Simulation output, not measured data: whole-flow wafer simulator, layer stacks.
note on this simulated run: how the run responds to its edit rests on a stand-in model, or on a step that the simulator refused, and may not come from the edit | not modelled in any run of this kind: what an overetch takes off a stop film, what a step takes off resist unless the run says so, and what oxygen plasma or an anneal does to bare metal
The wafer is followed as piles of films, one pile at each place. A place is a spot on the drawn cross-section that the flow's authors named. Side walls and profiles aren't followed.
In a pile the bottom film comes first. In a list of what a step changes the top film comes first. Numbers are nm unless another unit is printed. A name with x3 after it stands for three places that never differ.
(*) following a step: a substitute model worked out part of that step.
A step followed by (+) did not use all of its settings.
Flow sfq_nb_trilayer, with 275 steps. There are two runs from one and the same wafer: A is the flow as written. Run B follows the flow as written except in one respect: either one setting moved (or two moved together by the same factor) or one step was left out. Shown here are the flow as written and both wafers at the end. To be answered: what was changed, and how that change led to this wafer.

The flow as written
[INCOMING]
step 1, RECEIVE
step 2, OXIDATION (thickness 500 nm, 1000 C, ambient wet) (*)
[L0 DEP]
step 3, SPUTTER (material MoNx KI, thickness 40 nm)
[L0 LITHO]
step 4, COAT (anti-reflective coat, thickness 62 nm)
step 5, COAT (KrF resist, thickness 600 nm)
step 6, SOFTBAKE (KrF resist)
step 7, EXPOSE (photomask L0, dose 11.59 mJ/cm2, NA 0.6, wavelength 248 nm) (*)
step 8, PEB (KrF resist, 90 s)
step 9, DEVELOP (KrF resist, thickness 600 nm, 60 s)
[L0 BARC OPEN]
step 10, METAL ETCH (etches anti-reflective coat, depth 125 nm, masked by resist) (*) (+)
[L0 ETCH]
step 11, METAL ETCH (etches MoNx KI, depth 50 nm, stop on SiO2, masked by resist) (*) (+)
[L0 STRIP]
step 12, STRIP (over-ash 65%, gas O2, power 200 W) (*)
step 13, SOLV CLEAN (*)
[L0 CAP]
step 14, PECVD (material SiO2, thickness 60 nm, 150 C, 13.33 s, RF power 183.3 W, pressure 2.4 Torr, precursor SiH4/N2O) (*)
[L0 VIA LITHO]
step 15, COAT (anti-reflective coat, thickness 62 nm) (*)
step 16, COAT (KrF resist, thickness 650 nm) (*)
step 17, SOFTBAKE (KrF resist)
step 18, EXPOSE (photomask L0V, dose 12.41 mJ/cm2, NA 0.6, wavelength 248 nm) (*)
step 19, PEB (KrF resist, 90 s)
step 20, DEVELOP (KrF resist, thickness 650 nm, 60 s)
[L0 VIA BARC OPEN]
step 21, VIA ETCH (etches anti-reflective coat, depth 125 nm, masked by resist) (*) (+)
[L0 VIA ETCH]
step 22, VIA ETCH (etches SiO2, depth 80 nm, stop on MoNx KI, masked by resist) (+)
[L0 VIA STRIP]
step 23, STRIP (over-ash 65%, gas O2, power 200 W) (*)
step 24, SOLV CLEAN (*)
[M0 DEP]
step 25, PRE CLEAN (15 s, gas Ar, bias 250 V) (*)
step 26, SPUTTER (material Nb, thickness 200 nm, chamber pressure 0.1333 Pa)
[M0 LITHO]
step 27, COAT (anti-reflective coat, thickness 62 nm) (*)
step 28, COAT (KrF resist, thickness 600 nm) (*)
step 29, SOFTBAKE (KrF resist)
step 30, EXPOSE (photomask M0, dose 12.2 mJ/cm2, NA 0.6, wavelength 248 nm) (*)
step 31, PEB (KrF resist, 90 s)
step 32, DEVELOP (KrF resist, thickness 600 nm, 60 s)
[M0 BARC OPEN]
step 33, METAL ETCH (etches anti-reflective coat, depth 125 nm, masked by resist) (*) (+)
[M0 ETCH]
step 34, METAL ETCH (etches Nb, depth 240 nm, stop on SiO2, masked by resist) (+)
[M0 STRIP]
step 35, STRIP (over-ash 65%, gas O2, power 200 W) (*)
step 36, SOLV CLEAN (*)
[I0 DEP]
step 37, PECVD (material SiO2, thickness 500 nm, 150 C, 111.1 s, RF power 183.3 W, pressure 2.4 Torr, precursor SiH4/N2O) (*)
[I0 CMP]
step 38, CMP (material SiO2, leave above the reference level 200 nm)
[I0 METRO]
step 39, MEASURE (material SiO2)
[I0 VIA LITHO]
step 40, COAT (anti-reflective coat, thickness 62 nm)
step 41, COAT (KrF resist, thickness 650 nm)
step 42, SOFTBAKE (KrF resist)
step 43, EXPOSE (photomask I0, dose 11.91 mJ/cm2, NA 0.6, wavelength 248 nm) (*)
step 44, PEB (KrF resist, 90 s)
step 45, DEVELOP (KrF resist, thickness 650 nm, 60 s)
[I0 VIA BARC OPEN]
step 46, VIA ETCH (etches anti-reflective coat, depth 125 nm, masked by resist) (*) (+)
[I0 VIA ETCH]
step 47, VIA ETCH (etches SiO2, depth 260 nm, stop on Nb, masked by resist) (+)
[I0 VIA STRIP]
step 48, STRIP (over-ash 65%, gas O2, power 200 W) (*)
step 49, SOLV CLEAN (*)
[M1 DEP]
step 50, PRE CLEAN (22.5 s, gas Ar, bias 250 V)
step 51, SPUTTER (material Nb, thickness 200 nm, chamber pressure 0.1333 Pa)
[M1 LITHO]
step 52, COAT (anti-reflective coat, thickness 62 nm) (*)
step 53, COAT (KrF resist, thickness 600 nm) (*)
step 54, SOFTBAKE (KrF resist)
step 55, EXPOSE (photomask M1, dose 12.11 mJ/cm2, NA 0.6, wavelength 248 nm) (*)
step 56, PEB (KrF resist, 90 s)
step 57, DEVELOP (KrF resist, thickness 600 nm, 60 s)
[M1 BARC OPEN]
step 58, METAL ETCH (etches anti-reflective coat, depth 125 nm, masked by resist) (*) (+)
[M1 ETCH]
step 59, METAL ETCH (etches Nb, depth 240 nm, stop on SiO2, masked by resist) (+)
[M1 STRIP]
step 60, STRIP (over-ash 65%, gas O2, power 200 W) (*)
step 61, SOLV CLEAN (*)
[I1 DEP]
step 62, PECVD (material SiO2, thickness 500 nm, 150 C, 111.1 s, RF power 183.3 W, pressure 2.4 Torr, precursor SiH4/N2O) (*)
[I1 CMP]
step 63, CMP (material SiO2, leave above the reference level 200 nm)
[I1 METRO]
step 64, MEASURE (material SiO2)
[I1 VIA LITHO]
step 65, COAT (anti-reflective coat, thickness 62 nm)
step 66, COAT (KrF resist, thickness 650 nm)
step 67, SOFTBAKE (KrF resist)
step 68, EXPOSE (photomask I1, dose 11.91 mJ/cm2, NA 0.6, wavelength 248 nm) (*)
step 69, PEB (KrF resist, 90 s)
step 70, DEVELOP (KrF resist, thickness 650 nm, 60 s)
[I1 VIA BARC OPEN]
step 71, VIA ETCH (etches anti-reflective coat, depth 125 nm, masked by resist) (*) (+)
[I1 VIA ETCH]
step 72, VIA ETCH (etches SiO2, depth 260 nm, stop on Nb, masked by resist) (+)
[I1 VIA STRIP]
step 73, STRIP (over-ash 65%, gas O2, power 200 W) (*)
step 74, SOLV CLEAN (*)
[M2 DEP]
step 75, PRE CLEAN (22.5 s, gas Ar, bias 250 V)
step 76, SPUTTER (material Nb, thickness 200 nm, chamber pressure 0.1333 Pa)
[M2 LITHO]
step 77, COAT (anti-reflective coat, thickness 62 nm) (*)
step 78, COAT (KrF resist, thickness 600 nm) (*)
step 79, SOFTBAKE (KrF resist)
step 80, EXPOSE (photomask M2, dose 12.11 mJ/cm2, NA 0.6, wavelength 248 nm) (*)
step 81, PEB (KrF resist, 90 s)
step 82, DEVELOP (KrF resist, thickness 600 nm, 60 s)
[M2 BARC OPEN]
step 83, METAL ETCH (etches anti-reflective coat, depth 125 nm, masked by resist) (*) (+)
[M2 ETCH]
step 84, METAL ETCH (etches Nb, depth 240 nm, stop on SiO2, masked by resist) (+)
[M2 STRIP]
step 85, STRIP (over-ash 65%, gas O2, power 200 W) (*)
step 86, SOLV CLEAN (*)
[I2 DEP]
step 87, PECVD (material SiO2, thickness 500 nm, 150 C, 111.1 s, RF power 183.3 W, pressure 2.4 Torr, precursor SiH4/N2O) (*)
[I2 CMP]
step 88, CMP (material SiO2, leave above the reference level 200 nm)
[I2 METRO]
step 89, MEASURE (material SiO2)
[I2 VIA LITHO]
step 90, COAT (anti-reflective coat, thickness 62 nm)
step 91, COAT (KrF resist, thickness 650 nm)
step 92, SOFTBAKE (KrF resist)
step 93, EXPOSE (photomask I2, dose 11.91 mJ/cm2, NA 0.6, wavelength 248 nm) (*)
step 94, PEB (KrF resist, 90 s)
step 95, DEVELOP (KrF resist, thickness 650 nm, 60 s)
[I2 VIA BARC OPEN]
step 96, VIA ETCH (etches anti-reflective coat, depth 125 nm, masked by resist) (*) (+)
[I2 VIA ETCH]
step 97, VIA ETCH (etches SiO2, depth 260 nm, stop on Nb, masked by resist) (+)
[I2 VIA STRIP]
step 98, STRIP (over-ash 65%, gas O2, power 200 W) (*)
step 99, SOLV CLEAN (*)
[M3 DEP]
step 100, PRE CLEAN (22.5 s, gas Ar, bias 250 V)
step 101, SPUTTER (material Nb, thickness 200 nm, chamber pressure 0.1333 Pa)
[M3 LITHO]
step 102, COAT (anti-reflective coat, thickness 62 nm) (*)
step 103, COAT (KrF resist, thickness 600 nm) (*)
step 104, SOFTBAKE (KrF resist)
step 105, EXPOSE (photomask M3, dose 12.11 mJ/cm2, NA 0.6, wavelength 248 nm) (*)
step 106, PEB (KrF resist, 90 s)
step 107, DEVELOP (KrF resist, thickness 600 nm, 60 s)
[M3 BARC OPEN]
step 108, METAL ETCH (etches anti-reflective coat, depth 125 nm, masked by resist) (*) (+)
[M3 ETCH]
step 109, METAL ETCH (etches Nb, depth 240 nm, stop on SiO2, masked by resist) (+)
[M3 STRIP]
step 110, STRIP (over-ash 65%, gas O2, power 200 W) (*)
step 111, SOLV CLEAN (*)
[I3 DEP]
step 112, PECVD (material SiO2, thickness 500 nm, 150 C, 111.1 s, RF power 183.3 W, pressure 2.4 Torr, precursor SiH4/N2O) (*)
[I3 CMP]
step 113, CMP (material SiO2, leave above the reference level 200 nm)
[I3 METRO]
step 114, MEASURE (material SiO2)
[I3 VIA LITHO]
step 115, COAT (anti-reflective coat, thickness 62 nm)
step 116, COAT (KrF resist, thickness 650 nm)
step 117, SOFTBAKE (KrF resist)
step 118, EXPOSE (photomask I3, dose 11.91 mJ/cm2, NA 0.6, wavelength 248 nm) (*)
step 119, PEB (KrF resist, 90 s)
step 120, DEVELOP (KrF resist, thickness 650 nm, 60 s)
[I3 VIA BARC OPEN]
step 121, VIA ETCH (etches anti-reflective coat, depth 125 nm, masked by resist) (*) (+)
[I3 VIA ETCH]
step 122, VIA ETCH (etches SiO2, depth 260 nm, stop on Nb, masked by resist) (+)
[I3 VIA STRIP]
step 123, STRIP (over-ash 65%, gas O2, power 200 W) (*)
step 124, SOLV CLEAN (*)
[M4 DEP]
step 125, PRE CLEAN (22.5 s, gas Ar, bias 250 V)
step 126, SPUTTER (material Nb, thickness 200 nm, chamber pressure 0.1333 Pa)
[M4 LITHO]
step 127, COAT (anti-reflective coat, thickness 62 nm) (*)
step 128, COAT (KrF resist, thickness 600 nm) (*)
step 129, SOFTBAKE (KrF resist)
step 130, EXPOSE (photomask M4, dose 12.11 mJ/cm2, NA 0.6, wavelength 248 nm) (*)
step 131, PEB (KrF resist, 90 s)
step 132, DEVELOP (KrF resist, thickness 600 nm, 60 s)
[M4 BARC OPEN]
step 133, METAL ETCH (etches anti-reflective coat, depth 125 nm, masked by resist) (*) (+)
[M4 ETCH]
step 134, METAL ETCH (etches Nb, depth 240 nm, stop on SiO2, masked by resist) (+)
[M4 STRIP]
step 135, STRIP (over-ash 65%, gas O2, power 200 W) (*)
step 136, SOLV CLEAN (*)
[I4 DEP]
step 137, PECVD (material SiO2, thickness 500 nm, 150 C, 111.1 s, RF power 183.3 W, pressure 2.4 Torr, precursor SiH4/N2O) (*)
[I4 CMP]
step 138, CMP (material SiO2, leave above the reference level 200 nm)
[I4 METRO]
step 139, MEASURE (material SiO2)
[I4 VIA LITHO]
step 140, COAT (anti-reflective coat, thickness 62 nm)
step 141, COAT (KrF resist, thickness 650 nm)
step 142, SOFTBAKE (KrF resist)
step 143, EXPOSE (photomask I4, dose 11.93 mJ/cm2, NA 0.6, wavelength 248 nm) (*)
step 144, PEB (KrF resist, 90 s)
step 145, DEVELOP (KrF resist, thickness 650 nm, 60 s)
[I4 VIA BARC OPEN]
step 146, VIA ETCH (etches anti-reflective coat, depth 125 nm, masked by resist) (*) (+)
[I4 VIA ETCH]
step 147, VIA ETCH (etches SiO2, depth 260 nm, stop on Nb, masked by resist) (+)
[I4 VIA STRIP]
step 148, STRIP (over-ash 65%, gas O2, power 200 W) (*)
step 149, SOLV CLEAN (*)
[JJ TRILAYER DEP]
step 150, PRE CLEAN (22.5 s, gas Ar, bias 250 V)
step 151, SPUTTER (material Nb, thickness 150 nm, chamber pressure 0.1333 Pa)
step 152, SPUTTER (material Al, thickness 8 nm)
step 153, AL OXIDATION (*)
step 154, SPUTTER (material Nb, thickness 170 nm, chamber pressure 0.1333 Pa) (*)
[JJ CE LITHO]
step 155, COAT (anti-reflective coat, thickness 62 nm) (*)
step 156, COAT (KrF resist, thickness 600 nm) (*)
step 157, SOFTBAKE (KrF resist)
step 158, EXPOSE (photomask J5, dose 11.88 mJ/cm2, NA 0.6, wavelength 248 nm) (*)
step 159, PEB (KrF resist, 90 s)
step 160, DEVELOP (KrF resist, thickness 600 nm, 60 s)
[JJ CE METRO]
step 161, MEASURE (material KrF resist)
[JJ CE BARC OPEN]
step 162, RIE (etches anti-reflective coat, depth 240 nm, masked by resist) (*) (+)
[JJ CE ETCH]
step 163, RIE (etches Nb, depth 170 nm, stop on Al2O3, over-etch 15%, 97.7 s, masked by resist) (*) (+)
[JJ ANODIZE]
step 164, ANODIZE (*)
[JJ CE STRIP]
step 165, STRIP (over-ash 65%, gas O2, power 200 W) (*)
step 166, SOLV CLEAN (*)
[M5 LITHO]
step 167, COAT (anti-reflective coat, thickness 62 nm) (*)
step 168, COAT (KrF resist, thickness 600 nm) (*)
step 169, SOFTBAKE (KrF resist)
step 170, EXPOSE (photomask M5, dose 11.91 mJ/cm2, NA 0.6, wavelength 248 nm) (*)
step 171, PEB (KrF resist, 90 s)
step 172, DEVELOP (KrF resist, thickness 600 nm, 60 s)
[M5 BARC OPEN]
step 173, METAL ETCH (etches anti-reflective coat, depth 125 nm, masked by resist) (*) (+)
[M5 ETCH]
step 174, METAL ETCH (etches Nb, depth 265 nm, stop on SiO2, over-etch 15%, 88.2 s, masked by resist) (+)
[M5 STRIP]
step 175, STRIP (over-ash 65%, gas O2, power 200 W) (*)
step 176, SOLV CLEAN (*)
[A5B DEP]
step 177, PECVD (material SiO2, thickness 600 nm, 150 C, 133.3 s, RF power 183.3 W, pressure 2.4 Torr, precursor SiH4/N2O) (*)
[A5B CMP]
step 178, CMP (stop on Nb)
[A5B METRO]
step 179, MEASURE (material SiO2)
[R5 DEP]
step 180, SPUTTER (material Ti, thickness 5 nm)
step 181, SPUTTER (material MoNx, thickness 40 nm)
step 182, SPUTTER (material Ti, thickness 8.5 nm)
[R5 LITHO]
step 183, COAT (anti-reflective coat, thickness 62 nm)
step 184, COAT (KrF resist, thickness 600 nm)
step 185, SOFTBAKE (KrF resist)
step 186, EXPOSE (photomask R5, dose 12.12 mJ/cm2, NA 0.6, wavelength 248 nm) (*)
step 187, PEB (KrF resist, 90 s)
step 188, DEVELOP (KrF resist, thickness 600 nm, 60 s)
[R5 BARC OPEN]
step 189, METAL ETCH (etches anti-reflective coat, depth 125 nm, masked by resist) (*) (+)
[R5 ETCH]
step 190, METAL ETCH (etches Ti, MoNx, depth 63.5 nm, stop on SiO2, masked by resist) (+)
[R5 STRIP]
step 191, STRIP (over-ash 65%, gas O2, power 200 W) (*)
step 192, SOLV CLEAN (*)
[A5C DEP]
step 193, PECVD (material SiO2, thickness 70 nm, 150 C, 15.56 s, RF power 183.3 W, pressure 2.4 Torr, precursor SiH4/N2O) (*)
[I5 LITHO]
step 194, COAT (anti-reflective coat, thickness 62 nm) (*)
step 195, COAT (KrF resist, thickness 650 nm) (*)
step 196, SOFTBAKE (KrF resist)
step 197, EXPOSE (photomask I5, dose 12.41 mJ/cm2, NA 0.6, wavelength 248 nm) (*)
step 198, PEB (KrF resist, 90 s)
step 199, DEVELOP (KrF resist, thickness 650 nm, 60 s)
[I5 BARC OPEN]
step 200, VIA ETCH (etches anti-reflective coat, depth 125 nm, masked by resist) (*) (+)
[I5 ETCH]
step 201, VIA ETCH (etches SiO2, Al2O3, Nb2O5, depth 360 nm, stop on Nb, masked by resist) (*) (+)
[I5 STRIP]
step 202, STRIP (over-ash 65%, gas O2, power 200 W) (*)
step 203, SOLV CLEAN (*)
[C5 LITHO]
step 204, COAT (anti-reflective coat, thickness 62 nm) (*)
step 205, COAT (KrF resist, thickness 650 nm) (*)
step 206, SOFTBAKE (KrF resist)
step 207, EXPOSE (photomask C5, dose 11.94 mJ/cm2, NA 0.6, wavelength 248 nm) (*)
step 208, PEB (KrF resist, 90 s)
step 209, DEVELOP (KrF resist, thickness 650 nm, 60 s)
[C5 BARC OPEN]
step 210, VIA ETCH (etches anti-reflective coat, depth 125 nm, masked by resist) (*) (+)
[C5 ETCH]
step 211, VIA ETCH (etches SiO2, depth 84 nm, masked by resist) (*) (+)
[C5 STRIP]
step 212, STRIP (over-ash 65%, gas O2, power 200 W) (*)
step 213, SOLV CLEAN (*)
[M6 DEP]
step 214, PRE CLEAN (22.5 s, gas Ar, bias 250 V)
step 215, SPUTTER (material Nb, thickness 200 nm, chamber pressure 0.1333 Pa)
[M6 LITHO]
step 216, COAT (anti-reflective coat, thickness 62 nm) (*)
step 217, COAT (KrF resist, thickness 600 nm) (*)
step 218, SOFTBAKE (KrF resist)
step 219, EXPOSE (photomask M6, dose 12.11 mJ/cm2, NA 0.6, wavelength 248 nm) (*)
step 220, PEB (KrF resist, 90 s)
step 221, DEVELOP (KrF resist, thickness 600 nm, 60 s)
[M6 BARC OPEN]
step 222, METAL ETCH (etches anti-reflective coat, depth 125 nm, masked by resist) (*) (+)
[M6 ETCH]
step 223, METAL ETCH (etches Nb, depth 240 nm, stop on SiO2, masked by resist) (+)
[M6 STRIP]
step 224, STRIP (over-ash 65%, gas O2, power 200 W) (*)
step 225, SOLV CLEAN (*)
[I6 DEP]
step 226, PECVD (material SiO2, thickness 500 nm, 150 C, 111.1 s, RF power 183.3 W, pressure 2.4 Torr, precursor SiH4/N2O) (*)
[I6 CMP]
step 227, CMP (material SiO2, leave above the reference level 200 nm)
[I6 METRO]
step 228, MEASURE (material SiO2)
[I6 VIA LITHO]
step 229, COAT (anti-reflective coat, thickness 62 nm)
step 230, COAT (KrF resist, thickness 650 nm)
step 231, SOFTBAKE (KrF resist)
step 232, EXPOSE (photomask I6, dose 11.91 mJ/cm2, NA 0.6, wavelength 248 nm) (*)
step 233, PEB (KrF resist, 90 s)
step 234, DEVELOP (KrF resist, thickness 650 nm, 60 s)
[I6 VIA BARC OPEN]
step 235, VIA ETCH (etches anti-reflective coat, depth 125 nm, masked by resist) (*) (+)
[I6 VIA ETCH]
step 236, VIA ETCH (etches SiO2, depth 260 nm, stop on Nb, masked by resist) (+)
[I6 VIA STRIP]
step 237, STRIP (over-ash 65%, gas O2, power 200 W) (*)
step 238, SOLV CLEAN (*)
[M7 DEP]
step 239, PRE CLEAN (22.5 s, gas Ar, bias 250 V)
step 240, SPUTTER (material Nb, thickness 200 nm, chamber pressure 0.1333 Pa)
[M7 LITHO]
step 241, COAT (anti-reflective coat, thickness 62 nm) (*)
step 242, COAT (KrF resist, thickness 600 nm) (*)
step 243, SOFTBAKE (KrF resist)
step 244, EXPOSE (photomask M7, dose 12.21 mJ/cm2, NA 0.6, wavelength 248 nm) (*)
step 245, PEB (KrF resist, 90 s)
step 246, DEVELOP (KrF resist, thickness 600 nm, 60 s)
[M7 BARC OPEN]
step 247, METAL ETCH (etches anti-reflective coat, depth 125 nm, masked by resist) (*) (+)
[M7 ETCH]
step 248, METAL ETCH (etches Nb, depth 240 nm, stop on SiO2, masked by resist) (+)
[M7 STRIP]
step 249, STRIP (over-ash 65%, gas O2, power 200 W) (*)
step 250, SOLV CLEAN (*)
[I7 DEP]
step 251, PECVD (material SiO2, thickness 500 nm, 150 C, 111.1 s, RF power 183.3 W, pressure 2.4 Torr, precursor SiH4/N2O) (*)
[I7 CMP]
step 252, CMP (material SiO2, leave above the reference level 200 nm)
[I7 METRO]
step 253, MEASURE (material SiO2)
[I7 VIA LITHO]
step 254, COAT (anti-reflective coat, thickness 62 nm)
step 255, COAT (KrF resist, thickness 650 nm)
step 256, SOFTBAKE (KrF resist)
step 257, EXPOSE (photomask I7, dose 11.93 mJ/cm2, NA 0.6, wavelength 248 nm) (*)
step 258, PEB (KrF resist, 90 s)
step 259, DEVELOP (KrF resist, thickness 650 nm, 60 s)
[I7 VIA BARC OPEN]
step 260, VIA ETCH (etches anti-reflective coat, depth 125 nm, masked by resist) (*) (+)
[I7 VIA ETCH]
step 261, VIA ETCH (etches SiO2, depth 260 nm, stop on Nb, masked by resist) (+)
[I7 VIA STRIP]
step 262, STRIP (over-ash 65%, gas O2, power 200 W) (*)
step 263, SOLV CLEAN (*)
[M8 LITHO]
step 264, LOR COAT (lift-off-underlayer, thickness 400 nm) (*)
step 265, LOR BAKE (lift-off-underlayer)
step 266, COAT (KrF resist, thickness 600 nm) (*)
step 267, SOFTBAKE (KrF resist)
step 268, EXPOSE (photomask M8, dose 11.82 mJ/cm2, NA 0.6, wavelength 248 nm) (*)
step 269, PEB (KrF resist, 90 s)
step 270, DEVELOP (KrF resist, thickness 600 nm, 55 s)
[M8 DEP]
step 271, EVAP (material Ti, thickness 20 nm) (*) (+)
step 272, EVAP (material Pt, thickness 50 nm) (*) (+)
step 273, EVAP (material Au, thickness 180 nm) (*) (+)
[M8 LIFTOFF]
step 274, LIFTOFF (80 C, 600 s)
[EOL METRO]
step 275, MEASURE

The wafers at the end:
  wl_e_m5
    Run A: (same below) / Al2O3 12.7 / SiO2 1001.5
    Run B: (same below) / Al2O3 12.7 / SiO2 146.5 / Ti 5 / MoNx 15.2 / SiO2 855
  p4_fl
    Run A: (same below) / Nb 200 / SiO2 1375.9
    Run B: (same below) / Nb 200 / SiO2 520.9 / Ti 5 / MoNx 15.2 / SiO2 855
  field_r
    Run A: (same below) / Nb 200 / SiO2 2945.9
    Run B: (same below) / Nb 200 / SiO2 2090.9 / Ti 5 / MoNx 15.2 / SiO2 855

The reason: step 190, METAL ETCH: depth 33.3 nm was run, while the flow as written has depth 63.5 nm.

The path from the change to this, step by step:
  step 190, METAL ETCH (etches Ti, MoNx, depth 63.5 nm, stop on SiO2, masked by resist) (+)
      field_l, v_sur, via_wl and 92 more: A -8.5 Ti (all of it), -40 MoNx (all of it), -5 Ti (all of it) | B -8.5 Ti (all of it), -24.8 MoNx
      ce_l, c5j, ce_r, wl_jj: A -8.5 Ti (all of it), -40 MoNx (all of it), -5 Ti (all of it), -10 Nb | B -8.5 Ti (all of it), -24.8 MoNx
      (as well as at 7 more places)
  step 191, STRIP (over-ash 65%, gas O2, power 200 W) (*)
      be_r, r_sur, res, r_end, r5r_line_l, r5r_line_c, r5r_line_r: A -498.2 KrF resist (all of it), -62 anti-reflective coat (all of it) | B -510.2 KrF resist (all of it), -62 anti-reflective coat (all of it)
  step 193, PECVD (material SiO2, thickness 70 nm, 150 C, 15.56 s, RF power 183.3 W, pressure 2.4 Torr, precursor SiH4/N2O) (*)
      field_l, v_sur, via_wl and 92 more: A +70 SiO2 | B +70 SiO2 (new film)
  step 194, COAT (anti-reflective coat, thickness 62 nm) (*)
      wl_j_sl, wl_j_sr: A +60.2 anti-reflective coat (new film) | B +62 anti-reflective coat (new film)
      r5r_spacepad_l, r5r_spacepad_r: A +84.4 anti-reflective coat (new film) | B +75.7 anti-reflective coat (new film)
      (as well as at 15 more places)
  step 201, VIA ETCH (etches SiO2, Al2O3, Nb2O5, depth 360 nm, stop on Nb, masked by resist) (*) (+)
      be: A -216.4 SiO2 (all of it), -12.7 Al2O3 (all of it), -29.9 Nb2O5 (all of it) | B -69.8 SiO2 (all of it), -15.2 MoNx (all of it), -5 Ti (all of it), -146.5 SiO2 (all of it), -12.7 Al2O3 (all of it), -29.9 Nb2O5 (all of it)
  step 202, STRIP (over-ash 65%, gas O2, power 200 W) (*)
      wl_j_sl, wl_j_sr: A -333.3 KrF resist (all of it), -60.2 anti-reflective coat (all of it) | B -333.2 KrF resist (all of it), -62 anti-reflective coat (all of it)
      jj_sur: A -337.2 KrF resist (all of it), -60.8 anti-reflective coat (all of it) | B -335.6 KrF resist (all of it), -62.5 anti-reflective coat (all of it)
      (as well as at 16 more places)
  step 204, COAT (anti-reflective coat, thickness 62 nm) (*)
      wl_j_sl, wl_j_sr: A +60.2 anti-reflective coat (new film) | B +62 anti-reflective coat (new film)
      r5r_spacepad_l, r5r_spacepad_r: A +84.4 anti-reflective coat (new film) | B +75.7 anti-reflective coat (new film)
      (as well as at 17 more places)
  step 210, VIA ETCH (etches anti-reflective coat, depth 125 nm, masked by resist) (*) (+)
      field_l, v_sur, via_wl and 101 more: A -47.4 KrF resist | B -48.8 KrF resist
      c5j: A -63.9 anti-reflective coat (all of it), -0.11 SiO2 | B -61.3 anti-reflective coat (all of it), -0.13 SiO2
      (as well as at 1 more place)
  step 211, VIA ETCH (etches SiO2, depth 84 nm, masked by resist) (*) (+)
      c5j: A -69.9 SiO2 (all of it), -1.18 Nb | B -69.9 SiO2 (all of it)
  step 212, STRIP (over-ash 65%, gas O2, power 200 W) (*)
      wl_j_sl, wl_j_sr: A -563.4 KrF resist (all of it), -60.2 anti-reflective coat (all of it) | B -561.8 KrF resist (all of it), -62 anti-reflective coat (all of it)
      r5r_spacepad_l, r5r_spacepad_r: A -565.8 KrF resist (all of it), -84.4 anti-reflective coat (all of it) | B -563.3 KrF resist (all of it), -75.7 anti-reflective coat (all of it)
      (as well as at 15 more places)
  step 214, PRE CLEAN (22.5 s, gas Ar, bias 250 V)
      c5j: A -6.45 Nb | B -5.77 MoNx
  step 215, SPUTTER (material Nb, thickness 200 nm, chamber pressure 0.1333 Pa)
      c5j: A +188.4 Nb | B +189.1 Nb (new film)
      be: A +147.3 Nb | B +142.8 Nb
  step 216, COAT (anti-reflective coat, thickness 62 nm) (*)
      wl_j_sl, wl_j_sr: A +60.2 anti-reflective coat (new film) | B +62 anti-reflective coat (new film)
      r5r_line_l, r5r_line_c: A +50 anti-reflective coat (new film) | B +53.5 anti-reflective coat (new film)
      (as well as at 17 more places)
  step 217, COAT (KrF resist, thickness 600 nm) (*)
      be: A +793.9 KrF resist (new film) | B +811.1 KrF resist (new film)
  step 222, METAL ETCH (etches anti-reflective coat, depth 125 nm, masked by resist) (*) (+)
      r5r_line_l, r5r_line_c: A -50 anti-reflective coat (all of it) | B -53.5 anti-reflective coat (all of it)
      r5r_spacepad_l, r5r_spacepad_r: A -85.7 anti-reflective coat (all of it) | B -76.1 anti-reflective coat (all of it)
      (as well as at 3 more places)
  step 224, STRIP (over-ash 65%, gas O2, power 200 W) (*)
      wl_j_sl, wl_j_sr: A -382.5 KrF resist (all of it), -60.2 anti-reflective coat (all of it) | B -382.4 KrF resist (all of it), -62 anti-reflective coat (all of it)
      wire: A -369.8 KrF resist (all of it), -48.3 anti-reflective coat (all of it) | B -368.2 KrF resist (all of it), -47.3 anti-reflective coat (all of it)
      (as well as at 11 more places)
  ... and 1 more step ...
  step 227, CMP (material SiO2, leave above the reference level 200 nm)
      ce_l, ce_r, wl_jj: A -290 SiO2 | B -300 SiO2
      be_r, r_sur, r_end: A -353.5 SiO2 | B -333.3 SiO2
      (as well as at 7 more places)
With metal films that touch counted as one body, wl_e_m5 has 7 bodies (between them, from the top down: SiO2 146.5 / Al2O3 12.7 / Nb2O5 29.9; SiO2 192.5; SiO2 192.5; SiO2 192.5; SiO2 192.5; SiO2 192.5); the flow as written gives 6 bodies (between them, from the top down: SiO2 192.5; SiO2 192.5; SiO2 192.5; SiO2 192.5; SiO2 192.5).
With metal films that touch counted as one body, p4_fl has 3 bodies (between them, from the top down: SiO2 520.9; SiO2 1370); the flow as written gives 2 bodies (between them, from the top down: SiO2 1370).
With metal films that touch counted as one body, field_r has 2 bodies (between them, from the top down: SiO2 2090.9); the flow as written gives 1 body.
